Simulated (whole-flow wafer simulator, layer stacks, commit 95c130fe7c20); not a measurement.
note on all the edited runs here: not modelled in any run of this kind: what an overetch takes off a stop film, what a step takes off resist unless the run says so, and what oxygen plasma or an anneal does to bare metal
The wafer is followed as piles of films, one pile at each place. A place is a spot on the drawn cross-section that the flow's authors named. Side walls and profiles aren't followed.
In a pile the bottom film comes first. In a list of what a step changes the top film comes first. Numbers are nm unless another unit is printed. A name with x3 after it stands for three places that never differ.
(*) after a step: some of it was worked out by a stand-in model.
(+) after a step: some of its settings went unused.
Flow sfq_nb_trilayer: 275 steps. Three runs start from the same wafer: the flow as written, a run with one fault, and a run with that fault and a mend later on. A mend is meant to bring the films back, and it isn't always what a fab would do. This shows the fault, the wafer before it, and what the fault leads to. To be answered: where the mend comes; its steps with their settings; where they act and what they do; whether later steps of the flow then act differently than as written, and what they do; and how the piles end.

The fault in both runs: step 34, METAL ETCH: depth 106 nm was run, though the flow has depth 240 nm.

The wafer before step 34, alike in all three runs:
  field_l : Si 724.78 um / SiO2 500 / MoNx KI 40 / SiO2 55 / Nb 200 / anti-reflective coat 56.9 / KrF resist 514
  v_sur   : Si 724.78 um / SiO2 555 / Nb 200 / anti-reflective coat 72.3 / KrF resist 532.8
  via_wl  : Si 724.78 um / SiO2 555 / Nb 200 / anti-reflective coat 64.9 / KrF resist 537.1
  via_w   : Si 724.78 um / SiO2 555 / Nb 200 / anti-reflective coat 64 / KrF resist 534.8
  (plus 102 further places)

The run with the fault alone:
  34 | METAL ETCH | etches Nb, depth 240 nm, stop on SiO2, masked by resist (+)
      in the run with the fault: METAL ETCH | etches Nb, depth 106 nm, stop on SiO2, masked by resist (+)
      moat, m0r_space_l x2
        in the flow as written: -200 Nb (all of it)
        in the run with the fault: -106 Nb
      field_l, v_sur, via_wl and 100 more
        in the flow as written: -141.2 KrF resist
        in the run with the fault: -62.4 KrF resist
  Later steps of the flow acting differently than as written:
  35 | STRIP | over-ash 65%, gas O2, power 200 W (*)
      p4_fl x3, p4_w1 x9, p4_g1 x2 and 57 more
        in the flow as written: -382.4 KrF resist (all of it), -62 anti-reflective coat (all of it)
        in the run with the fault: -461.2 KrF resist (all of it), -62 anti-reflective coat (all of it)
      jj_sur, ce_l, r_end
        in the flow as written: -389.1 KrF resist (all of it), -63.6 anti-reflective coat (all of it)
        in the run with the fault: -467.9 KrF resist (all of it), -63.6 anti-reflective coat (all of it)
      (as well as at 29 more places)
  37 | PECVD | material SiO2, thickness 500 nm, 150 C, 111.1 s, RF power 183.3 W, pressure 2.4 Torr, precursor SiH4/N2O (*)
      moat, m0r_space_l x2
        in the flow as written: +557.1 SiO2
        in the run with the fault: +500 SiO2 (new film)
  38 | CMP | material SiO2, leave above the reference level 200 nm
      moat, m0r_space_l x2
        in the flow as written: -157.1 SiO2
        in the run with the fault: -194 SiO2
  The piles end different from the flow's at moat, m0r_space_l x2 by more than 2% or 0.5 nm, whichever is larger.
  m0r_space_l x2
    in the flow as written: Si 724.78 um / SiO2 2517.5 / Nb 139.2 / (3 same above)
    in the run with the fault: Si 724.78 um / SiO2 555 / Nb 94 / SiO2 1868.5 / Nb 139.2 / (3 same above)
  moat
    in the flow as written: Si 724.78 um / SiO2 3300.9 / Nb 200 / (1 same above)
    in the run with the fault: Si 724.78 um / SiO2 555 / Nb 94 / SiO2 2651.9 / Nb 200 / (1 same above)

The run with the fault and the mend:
  The mend follows step 34.
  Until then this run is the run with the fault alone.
  34a | METAL ETCH | etches Nb, depth 134 nm, stop on SiO2, masked by resist (+) (a further turn of the flow's step 34, with different settings)
      field_l, v_sur, via_wl and 100 more
        -78.8 KrF resist
      moat, m0r_space_l x2
        -94 Nb (all of it)
  None of the later steps of the flow acts differently than as written at any place that is followed.
  The piles end the same as the flow's at every place that both follow.
